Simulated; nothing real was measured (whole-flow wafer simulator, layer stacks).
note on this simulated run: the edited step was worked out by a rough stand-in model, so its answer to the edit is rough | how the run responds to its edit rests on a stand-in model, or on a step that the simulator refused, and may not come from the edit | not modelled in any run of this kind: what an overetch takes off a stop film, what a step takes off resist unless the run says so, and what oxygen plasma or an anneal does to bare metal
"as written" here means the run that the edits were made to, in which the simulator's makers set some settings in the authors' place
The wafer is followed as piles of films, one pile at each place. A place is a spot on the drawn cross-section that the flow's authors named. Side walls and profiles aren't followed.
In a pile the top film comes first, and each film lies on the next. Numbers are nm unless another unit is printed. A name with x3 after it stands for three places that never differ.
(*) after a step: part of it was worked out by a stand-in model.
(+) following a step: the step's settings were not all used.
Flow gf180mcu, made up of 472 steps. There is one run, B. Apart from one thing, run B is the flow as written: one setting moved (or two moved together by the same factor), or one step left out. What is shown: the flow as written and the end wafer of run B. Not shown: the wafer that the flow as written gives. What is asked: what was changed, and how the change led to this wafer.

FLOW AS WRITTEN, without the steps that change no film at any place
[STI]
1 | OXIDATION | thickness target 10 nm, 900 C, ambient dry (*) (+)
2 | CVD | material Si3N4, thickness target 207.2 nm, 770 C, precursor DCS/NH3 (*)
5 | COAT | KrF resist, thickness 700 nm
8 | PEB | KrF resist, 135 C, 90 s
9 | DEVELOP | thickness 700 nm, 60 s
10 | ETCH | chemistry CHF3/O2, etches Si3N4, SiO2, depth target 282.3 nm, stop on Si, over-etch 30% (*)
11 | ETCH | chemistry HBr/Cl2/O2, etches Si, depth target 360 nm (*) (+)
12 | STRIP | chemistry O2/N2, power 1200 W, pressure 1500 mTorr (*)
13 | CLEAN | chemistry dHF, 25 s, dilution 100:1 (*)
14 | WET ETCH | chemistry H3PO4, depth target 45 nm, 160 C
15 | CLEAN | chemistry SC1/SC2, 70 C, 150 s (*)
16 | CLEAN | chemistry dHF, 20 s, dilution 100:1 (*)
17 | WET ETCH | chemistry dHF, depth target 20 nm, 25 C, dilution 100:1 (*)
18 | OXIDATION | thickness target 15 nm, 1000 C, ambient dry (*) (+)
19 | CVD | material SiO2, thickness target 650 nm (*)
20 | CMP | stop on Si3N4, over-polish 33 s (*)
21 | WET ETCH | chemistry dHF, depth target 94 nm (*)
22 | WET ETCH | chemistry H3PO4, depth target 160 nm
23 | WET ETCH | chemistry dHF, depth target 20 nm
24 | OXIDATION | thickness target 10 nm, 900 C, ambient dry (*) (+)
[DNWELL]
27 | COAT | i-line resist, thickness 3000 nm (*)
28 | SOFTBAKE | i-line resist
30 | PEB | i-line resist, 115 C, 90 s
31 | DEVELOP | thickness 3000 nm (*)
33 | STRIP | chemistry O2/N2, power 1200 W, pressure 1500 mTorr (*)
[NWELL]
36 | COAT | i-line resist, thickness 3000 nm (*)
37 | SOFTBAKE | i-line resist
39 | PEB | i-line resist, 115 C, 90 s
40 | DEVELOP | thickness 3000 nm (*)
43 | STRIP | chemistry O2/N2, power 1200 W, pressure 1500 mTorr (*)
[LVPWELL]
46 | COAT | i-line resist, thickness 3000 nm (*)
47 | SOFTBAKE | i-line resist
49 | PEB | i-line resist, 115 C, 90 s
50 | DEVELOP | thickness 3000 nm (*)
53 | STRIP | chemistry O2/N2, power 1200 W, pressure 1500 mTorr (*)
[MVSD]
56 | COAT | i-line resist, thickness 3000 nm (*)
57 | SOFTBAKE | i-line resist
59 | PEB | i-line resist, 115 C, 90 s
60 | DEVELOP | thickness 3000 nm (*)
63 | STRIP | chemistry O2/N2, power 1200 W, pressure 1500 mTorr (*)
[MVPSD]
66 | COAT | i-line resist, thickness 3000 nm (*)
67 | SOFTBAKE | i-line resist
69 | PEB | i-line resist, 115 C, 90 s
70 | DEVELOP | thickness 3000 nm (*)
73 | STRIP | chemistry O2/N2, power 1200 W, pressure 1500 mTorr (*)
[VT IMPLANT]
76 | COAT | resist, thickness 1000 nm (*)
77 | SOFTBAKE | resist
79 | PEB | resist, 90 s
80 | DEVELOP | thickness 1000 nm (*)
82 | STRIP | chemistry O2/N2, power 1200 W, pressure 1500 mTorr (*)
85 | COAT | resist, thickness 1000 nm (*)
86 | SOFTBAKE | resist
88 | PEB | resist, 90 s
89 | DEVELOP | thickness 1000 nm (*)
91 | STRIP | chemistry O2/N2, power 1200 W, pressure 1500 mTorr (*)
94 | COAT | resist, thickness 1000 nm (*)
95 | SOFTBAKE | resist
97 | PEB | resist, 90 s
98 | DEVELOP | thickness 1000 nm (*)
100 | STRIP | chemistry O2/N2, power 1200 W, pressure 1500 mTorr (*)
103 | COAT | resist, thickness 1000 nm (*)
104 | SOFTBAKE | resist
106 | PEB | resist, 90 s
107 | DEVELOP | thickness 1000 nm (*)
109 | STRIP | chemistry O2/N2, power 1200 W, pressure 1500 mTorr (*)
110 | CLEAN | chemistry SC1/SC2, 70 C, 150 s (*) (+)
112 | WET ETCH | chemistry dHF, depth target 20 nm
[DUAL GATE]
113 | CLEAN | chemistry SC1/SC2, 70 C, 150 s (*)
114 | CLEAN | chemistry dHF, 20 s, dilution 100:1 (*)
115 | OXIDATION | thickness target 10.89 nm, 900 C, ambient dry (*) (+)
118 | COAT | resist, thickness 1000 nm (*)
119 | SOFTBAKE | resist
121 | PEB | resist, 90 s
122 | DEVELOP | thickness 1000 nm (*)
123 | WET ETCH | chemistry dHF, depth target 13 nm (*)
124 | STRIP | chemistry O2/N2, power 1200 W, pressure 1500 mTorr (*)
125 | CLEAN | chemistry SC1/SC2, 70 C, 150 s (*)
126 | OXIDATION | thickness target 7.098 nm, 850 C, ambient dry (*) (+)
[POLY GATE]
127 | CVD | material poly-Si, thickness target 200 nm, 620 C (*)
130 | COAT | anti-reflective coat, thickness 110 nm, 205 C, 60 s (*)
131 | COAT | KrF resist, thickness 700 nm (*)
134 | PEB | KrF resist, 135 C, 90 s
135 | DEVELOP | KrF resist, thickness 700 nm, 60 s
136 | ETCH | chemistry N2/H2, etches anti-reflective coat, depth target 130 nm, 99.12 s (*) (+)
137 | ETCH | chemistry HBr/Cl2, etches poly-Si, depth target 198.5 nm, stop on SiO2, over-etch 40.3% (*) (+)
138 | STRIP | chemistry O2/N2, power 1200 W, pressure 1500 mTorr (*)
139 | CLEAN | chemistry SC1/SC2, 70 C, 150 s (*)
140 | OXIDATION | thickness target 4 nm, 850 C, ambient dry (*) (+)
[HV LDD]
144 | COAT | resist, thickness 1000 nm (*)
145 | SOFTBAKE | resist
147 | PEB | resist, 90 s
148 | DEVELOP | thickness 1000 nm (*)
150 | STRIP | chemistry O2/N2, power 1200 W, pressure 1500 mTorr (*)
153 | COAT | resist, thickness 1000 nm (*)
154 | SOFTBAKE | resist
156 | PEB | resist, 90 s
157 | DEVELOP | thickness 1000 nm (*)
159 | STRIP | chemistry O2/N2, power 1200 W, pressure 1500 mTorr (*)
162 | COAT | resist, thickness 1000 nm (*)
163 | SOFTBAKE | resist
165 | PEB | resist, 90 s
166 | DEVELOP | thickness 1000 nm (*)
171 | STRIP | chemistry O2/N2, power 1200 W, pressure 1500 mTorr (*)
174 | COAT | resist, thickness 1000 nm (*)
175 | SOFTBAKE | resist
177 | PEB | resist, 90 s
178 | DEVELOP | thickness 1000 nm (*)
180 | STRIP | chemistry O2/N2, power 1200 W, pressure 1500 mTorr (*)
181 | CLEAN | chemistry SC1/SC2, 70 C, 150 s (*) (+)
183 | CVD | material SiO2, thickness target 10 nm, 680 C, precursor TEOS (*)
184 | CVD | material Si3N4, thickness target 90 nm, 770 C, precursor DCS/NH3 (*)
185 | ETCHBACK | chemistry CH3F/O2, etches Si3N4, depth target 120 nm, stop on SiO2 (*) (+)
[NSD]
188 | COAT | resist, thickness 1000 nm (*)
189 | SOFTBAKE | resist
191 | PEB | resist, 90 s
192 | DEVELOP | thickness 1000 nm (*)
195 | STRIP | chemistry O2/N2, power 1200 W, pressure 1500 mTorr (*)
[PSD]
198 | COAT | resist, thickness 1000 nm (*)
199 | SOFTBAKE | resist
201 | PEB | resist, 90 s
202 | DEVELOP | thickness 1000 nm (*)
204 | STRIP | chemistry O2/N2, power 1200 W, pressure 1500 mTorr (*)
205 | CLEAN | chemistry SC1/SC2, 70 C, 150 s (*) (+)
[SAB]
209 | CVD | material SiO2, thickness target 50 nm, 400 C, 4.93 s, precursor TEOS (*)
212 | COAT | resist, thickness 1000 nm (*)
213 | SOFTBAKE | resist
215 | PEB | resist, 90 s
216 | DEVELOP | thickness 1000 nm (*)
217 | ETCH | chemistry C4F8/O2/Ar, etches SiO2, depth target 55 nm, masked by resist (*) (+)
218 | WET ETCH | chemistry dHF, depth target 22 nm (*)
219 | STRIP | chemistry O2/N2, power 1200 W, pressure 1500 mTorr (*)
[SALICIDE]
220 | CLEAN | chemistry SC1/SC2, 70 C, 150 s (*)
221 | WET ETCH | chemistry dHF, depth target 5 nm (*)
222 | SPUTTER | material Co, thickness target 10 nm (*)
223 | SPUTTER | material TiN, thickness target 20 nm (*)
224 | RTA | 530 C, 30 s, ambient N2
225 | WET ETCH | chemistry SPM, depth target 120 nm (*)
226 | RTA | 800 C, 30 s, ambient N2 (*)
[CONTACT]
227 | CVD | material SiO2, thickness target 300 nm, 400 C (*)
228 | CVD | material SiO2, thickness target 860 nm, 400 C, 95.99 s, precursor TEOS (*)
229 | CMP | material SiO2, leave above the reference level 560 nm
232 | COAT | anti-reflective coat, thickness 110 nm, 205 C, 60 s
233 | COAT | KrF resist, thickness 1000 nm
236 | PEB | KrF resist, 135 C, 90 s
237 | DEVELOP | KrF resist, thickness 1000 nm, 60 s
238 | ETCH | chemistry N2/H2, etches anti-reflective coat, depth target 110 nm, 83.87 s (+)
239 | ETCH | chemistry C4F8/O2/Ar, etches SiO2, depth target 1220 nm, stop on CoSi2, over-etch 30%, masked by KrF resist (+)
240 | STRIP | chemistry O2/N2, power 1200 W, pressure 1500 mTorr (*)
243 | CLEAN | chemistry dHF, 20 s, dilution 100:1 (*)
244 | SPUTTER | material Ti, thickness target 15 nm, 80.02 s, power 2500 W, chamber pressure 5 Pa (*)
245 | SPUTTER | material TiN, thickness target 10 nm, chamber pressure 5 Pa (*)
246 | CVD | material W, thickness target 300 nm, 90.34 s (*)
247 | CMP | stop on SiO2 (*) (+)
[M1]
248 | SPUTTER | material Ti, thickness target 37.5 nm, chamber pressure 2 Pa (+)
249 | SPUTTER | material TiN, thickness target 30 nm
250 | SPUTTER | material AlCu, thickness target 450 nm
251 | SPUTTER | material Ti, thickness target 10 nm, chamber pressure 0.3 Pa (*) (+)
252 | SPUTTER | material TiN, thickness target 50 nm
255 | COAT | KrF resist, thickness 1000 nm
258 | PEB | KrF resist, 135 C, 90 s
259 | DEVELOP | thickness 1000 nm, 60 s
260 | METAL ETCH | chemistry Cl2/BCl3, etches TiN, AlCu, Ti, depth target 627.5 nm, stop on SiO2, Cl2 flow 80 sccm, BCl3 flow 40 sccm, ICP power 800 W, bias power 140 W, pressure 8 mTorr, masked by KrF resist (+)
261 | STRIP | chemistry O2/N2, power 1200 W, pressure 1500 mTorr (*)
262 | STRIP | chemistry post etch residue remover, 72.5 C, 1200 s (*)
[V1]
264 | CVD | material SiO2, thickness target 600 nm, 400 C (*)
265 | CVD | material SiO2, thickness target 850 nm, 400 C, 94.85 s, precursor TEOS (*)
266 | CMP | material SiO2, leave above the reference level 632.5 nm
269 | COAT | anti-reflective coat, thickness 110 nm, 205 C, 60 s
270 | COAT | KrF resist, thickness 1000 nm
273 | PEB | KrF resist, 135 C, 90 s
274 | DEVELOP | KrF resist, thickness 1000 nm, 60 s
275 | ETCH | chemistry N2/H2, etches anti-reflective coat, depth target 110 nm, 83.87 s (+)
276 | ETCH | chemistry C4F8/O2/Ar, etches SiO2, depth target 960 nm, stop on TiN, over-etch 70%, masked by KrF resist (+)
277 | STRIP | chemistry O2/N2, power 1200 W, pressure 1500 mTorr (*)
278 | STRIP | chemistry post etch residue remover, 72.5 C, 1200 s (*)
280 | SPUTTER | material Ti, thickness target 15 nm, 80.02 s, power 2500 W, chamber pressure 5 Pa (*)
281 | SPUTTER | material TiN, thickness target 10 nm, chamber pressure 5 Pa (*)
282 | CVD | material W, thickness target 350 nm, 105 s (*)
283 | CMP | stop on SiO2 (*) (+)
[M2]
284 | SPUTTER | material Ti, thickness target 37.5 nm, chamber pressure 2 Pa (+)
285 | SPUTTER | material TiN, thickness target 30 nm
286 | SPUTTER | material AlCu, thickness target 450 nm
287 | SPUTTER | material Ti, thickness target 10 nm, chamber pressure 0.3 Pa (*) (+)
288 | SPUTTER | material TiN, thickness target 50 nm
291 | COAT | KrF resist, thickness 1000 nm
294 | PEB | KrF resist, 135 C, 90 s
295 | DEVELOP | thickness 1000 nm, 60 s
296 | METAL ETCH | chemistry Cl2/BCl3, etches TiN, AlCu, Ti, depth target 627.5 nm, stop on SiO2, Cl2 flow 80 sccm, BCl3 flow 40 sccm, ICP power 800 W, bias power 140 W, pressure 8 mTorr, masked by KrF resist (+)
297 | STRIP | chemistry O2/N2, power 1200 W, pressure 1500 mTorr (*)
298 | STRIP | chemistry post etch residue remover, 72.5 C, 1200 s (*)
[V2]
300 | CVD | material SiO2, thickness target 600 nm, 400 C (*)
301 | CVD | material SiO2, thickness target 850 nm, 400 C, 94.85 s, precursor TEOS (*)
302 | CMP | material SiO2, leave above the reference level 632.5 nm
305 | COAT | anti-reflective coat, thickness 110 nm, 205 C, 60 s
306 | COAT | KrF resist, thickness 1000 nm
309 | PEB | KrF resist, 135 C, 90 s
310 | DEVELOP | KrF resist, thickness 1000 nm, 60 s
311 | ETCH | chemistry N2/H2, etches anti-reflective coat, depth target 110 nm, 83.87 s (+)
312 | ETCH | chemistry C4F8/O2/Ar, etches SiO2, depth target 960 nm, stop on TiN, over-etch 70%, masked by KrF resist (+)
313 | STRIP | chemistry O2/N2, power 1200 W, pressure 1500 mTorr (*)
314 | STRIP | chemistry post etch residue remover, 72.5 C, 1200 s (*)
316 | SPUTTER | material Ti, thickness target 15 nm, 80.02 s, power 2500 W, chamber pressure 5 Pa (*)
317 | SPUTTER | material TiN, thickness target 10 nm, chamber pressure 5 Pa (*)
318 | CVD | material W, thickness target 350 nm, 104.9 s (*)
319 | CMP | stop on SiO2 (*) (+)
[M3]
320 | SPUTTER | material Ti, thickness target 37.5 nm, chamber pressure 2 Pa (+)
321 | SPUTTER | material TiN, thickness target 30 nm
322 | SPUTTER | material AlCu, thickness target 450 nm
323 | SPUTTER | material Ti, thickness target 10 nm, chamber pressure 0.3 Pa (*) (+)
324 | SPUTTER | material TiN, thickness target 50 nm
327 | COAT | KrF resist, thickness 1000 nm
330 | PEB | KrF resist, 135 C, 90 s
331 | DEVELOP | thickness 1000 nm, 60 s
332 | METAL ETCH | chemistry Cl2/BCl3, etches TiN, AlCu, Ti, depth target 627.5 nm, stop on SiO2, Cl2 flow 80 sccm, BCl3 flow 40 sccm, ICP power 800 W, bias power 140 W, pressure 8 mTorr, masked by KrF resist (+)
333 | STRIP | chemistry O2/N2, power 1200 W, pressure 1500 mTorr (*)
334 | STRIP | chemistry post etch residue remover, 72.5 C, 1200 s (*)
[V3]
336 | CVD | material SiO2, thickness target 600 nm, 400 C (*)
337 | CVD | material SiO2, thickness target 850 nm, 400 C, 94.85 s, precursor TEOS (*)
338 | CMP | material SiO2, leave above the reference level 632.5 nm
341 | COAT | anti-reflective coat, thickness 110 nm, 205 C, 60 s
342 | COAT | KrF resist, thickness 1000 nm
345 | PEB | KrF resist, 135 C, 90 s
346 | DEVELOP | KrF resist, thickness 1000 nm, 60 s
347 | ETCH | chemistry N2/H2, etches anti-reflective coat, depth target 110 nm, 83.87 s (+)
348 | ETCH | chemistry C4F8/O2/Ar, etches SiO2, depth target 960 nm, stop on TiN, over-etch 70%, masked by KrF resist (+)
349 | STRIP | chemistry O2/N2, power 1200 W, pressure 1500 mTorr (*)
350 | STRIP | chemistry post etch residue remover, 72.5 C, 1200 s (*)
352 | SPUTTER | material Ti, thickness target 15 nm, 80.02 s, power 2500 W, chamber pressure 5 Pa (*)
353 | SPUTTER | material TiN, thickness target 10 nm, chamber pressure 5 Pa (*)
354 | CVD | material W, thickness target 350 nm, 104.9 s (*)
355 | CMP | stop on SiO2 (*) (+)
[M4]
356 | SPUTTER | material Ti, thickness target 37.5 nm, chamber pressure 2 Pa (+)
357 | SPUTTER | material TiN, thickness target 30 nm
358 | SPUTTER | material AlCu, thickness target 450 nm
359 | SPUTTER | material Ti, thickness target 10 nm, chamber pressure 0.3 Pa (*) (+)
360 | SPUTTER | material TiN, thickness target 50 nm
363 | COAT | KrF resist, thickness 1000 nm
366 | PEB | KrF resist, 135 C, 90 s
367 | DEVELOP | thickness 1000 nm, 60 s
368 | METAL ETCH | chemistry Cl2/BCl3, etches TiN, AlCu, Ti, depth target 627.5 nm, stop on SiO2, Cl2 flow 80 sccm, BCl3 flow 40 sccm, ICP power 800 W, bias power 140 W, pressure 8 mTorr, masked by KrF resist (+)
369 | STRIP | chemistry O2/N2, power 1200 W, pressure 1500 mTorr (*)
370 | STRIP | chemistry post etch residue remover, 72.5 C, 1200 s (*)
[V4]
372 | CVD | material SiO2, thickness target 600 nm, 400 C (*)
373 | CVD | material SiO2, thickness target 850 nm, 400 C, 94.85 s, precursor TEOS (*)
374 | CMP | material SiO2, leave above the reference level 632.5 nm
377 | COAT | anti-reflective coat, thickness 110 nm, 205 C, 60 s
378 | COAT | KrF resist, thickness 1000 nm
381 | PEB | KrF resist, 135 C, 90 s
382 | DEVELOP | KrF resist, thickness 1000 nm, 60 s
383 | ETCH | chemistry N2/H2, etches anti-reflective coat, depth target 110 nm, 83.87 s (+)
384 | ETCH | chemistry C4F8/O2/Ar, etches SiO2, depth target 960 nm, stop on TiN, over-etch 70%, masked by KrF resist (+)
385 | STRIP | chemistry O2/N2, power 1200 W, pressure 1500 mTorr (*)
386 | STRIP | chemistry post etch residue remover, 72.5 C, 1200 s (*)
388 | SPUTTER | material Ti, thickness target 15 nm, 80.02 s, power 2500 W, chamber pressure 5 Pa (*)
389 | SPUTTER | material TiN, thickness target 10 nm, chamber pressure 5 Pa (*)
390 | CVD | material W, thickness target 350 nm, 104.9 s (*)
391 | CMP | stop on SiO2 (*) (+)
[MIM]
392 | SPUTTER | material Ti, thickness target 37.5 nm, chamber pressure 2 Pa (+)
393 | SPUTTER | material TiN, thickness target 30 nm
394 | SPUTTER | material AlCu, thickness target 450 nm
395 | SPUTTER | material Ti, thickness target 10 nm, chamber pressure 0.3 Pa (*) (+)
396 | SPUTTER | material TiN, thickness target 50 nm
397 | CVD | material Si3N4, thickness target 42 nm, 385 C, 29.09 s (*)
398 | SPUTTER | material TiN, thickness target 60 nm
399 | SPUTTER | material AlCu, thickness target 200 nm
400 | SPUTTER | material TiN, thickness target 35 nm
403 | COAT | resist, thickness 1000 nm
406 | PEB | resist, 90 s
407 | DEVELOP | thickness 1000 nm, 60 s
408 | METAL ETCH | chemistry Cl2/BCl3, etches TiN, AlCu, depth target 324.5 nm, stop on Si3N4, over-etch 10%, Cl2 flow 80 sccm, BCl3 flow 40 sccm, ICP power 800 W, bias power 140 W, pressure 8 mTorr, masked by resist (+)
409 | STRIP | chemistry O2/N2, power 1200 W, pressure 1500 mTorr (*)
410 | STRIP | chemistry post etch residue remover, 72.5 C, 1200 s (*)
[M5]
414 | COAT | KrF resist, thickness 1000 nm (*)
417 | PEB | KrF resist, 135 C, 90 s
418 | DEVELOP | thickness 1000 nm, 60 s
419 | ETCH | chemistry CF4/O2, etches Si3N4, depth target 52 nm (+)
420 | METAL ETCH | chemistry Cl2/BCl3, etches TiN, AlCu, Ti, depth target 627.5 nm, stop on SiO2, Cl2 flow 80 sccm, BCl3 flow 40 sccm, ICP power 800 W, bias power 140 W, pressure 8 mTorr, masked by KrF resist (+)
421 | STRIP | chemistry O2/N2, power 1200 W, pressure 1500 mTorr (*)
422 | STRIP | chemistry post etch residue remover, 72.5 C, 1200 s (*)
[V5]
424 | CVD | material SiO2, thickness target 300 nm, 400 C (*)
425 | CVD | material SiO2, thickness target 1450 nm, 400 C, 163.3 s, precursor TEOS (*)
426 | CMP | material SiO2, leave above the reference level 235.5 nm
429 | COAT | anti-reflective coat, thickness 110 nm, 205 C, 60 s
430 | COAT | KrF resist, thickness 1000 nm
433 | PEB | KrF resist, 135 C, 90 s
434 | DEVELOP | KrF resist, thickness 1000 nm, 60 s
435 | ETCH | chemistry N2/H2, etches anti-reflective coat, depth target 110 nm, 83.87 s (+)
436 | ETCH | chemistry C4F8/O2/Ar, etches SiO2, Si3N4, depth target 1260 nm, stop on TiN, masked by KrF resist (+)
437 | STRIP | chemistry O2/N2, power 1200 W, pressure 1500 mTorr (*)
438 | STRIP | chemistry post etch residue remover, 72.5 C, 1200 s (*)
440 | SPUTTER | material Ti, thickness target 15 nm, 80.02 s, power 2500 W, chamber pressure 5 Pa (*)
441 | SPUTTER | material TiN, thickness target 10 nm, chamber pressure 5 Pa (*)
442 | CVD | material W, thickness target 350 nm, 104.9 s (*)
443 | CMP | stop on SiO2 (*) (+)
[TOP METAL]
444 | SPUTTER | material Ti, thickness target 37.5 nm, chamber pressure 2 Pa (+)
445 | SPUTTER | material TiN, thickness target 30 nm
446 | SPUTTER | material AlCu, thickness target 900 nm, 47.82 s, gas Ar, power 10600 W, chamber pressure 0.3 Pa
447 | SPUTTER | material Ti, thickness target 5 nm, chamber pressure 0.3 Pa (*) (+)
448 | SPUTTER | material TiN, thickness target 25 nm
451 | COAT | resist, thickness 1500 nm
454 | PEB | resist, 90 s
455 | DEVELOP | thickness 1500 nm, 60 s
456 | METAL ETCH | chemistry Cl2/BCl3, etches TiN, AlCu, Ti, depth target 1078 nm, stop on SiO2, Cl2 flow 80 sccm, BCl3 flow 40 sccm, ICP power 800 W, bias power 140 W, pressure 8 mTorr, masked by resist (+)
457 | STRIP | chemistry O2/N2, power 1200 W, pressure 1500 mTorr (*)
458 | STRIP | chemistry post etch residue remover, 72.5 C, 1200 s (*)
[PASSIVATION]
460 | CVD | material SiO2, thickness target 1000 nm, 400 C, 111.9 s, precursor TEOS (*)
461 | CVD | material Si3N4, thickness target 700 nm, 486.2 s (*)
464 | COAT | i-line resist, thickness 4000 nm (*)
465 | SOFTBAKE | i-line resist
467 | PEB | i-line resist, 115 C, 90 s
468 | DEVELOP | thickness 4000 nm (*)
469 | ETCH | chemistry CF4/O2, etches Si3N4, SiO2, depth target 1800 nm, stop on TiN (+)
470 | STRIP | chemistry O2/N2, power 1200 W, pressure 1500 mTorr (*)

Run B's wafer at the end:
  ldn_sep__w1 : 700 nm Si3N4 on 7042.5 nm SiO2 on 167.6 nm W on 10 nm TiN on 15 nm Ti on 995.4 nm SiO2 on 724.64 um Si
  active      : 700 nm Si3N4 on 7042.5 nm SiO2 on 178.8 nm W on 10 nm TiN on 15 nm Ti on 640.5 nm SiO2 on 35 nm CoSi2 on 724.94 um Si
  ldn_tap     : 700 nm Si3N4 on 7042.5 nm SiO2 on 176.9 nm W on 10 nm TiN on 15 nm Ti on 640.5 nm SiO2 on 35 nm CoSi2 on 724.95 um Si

What caused this: step 228, CVD: thickness target 344 nm was run, though the flow has thickness target 860 nm.

The path from the change to this, step by step:
  228 | CVD | material SiO2, thickness target 860 nm, 400 C, 95.99 s, precursor TEOS (*)
      field, field__w7, field__w8 and 70 more: SiO2 gains 344 (as written it would have been: SiO2 gains 860)
      field__w3, field__w12: SiO2 gains 326.5 (as written it would have been: SiO2 gains 807.3)
      (also at 36 further places)
  229 | CMP | material SiO2, leave above the reference level 560 nm
      gate_hv, gate_nat, ld_gate_n and 11 more: nothing (as written it would have been: SiO2 loses 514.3)
      ldn_sep__w1, ldn_sep__w2, ldn_dft and 8 more: nothing (as written it would have been: SiO2 loses 311.1)
      (also at 86 further places)
  232 | COAT | anti-reflective coat, thickness 110 nm, 205 C, 60 s
      sti, mim_1p0, pad, dice_street: anti-reflective coat gains 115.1 (new film) (as written it would have been: anti-reflective coat gains 110 (new film))
      field__w7, ldn_sep__w1, ldp_sep__w2: anti-reflective coat gains 174.6 (new film) (as written it would have been: anti-reflective coat gains 110 (new film))
      (also at 97 further places)
  233 | COAT | KrF resist, thickness 1000 nm
      p_well, sti, spacer, sd_n, mim_1p0, pad, dice_street: KrF resist gains 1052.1 (new film) (as written it would have been: KrF resist gains 1000 (new film))
      field: KrF resist gains 1040.3 (new film) (as written it would have been: KrF resist gains 1000 (new film))
      (also at 63 further places)
  236 | PEB | KrF resist, 135 C, 90 s
      p_well, sti, spacer, sd_n, mim_1p0, pad, dice_street: KrF resist loses 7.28 (as written it would have been: KrF resist loses 6.68)
      ld_gate_p, gate_hv5, ldn_acc: KrF resist loses 5.67 (as written it would have been: KrF resist loses 6.68)
      (also at 30 further places)
  237 | DEVELOP | KrF resist, thickness 1000 nm, 60 s
      polyc_n: KrF resist loses 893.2 (all of it) (as written it would have been: KrF resist loses 993.3 (all of it))
      polyc_p: KrF resist loses 895 (all of it) (as written it would have been: KrF resist loses 993.3 (all of it))
  238 | ETCH | chemistry N2/H2, etches anti-reflective coat, depth target 110 nm, 83.87 s (+)
      contact: anti-reflective coat loses 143 (as written it would have been: anti-reflective coat loses 110 (all of it), SiO2 loses 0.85)
      polyc_n: anti-reflective coat loses 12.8 (all of it), SiO2 loses 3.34 (as written it would have been: anti-reflective coat loses 110 (all of it), SiO2 loses 0.85)
      (also at 1 further place)
  239 | ETCH | chemistry C4F8/O2/Ar, etches SiO2, depth target 1220 nm, stop on CoSi2, over-etch 30%, masked by KrF resist (+)
      contact: anti-reflective coat loses 10 (all of it), SiO2 loses 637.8 (all of it) (as written it would have been: SiO2 loses 859.2 (all of it))
      field, field__w1, field__w2 and 105 more: KrF resist loses 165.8 (as written it would have been: KrF resist loses 223.4)
  240 | STRIP | chemistry O2/N2, power 1200 W, pressure 1500 mTorr (*)
      sti, mim_1p0, pad, dice_street: KrF resist loses 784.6 (all of it), anti-reflective coat loses 115.1 (all of it) (as written it would have been: KrF resist loses 675.6 (all of it), anti-reflective coat loses 110 (all of it))
      p_well, sd_n: KrF resist loses 784.6 (all of it), anti-reflective coat loses 112.1 (all of it) (as written it would have been: KrF resist loses 675.6 (all of it), anti-reflective coat loses 110 (all of it))
      (also at 102 further places)
  244 | SPUTTER | material Ti, thickness target 15 nm, 80.02 s, power 2500 W, chamber pressure 5 Pa (*)
      ld_sd_n, ld_sd_p: Ti gains 14 (new film) (as written it would have been: Ti gains 15 (new film))
      field__w3: Ti gains 14.3 (new film) (as written it would have been: Ti gains 15 (new film))
      (also at 6 further places)
  245 | SPUTTER | material TiN, thickness target 10 nm, chamber pressure 5 Pa (*)
      field__w12: TiN gains 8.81 (new film) (as written it would have been: TiN gains 10 (new film))
      contact: TiN gains 6.25 (new film) (as written it would have been: TiN gains 5.48 (new film))
      (also at 5 further places)
  246 | CVD | material W, thickness target 300 nm, 90.34 s (*)
      contact: W gains 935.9 (new film) (as written it would have been: W gains 1167.5 (new film))
  247 | CMP | stop on SiO2 (*) (+)
      gate_hv, gate_nat, ld_gate_n and 20 more: W loses 300 (all of it), TiN loses 10 (all of it), Ti loses 15 (all of it) (as written it would have been: W loses 300 (all of it), TiN loses 10 (all of it), Ti loses 15 (all of it), SiO2 loses 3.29)
      ldn_sep__w1, ldn_sep__w2, ldn_dft and 8 more: W loses 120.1 (as written it would have been: W loses 300 (all of it), TiN loses 10 (all of it), Ti loses 15 (all of it), SiO2 loses 3.29)
      (also at 75 further places)
  248 | SPUTTER | material Ti, thickness target 37.5 nm, chamber pressure 2 Pa (+)
      gate, gate_p, npoly_sal: Ti gains 37.5 (as written it would have been: Ti gains 37.5 (new film))
  260 | METAL ETCH | chemistry Cl2/BCl3, etches TiN, AlCu, Ti, depth target 627.5 nm, stop on SiO2, Cl2 flow 80 sccm, BCl3 flow 40 sccm, ICP power 800 W, bias power 140 W, pressure 8 mTorr, masked by KrF resist (+)
      field, field__w1, field__w2 and 75 more: TiN loses 50 (all of it), Ti loses 10 (all of it), AlCu loses 450 (all of it), TiN loses 30 (all of it), Ti loses 37.5 (all of it), W loses 6.25 (as written it would have been: TiN loses 50 (all of it), Ti loses 10 (all of it), AlCu loses 450 (all of it), TiN loses 30 (all of it), Ti loses 37.5 (all of it))
      gate, gate_p: TiN loses 50 (all of it), Ti loses 10 (all of it), AlCu loses 450 (all of it), TiN loses 30 (all of it), Ti loses 48.2 (all of it) (as written it would have been: TiN loses 50 (all of it), Ti loses 10 (all of it), AlCu loses 450 (all of it), TiN loses 30 (all of it), Ti loses 37.5 (all of it))
      (also at 1 further place)
  262 | STRIP | chemistry post etch residue remover, 72.5 C, 1200 s (*)
      field, field__w1, field__w2 and 75 more: W loses 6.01 (as written it would have been: nothing)
  ... 1 other step ...
  266 | CMP | material SiO2, leave above the reference level 632.5 nm
      field, field__w1, field__w2 and 75 more: SiO2 loses 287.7 (as written it would have been: SiO2 loses 300)
      gate, gate_p: SiO2 loses 289.3 (as written it would have been: SiO2 loses 300)
If metal films that touch count as one body, ldn_sep__w1 has 1 body; the flow as written gives 0 bodies.
If metal films that touch count as one body, active has 2 bodies (between them, from the top down: SiO2 640.5); the flow as written gives 1 body.
If metal films that touch count as one body, ldn_tap has 2 bodies (between them, from the top down: SiO2 640.5); the flow as written gives 1 body.
